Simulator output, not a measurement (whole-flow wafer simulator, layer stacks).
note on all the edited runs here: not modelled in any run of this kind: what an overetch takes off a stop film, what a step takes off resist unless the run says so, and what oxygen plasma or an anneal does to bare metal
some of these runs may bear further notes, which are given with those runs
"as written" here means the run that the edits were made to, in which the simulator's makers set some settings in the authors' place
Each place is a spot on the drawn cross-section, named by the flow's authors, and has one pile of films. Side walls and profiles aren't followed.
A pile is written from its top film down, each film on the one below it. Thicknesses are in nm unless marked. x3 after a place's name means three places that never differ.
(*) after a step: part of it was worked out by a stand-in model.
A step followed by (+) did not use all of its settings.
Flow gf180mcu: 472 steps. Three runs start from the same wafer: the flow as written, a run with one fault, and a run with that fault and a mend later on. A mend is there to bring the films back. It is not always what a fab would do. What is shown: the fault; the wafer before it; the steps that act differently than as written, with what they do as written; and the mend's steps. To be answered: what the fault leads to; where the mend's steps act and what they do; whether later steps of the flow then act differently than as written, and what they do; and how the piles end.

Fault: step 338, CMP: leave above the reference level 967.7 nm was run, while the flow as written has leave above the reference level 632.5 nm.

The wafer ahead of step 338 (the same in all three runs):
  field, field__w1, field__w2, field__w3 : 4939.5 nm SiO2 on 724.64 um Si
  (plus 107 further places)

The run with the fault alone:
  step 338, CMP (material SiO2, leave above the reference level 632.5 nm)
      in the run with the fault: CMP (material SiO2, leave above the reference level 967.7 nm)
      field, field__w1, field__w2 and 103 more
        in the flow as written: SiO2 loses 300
        in the run with the fault: nothing
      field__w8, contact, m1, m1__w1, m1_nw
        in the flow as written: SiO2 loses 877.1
        in the run with the fault: SiO2 loses 541.9
  Later steps of the flow acting differently than as written (7 other steps are not shown; they differ only slightly, by no more than 2% or 0.5 nm, whichever is larger):
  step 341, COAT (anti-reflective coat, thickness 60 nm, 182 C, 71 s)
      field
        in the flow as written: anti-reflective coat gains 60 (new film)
        in the run with the fault: anti-reflective coat gains 74 (new film)
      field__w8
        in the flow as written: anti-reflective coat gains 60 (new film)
        in the run with the fault: anti-reflective coat gains 40 (new film)
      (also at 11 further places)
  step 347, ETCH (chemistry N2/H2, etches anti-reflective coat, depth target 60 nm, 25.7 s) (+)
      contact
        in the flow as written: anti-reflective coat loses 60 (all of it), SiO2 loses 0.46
        in the run with the fault: anti-reflective coat loses 40.9 (all of it), SiO2 loses 0.95
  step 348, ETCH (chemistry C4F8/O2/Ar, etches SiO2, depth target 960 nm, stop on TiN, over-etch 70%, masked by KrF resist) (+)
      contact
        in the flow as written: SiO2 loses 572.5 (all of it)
        in the run with the fault: SiO2 loses 907.2 (all of it)
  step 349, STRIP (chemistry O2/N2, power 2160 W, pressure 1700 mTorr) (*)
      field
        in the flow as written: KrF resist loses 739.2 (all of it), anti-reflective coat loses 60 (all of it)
        in the run with the fault: KrF resist loses 732.2 (all of it), anti-reflective coat loses 74 (all of it)
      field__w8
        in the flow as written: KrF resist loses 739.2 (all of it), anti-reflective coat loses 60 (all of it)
        in the run with the fault: KrF resist loses 735.9 (all of it), anti-reflective coat loses 40 (all of it)
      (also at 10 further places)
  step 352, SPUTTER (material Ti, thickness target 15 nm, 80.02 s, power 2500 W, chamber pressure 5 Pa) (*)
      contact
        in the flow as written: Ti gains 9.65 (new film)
        in the run with the fault: Ti gains 8.11 (new film)
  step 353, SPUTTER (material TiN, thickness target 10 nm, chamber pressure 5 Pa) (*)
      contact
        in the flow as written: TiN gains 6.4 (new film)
        in the run with the fault: TiN gains 5.38 (new film)
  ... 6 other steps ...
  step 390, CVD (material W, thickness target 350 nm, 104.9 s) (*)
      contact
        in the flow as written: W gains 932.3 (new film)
        in the run with the fault: W gains 966.4 (new film)
  The piles end different from the flow's at field, field__w1, field__w2 and 109 more by more than 2% or 0.5 nm, whichever is larger.
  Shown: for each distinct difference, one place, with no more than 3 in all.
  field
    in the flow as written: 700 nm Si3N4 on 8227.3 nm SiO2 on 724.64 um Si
    in the run with the fault: 700 nm Si3N4 on 8561.1 nm SiO2 on 724.64 um Si
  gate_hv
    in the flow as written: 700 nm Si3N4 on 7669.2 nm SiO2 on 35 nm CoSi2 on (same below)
    in the run with the fault: 700 nm Si3N4 on 8003 nm SiO2 on 35 nm CoSi2 on (same below)
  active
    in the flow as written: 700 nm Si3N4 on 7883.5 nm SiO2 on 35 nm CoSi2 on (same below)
    in the run with the fault: 700 nm Si3N4 on 8217.3 nm SiO2 on 35 nm CoSi2 on (same below)

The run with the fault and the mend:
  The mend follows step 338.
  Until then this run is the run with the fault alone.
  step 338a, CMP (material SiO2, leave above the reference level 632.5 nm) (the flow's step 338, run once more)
      field, field__w1, field__w2 and 103 more
        SiO2 loses 300
      field__w8, contact, m1, m1__w1, m1_nw
        SiO2 loses 335.2
  Every later step of the flow that is run acts as written at every place that is followed.
  By the end, the piles equal the flow's at every place that both follow.
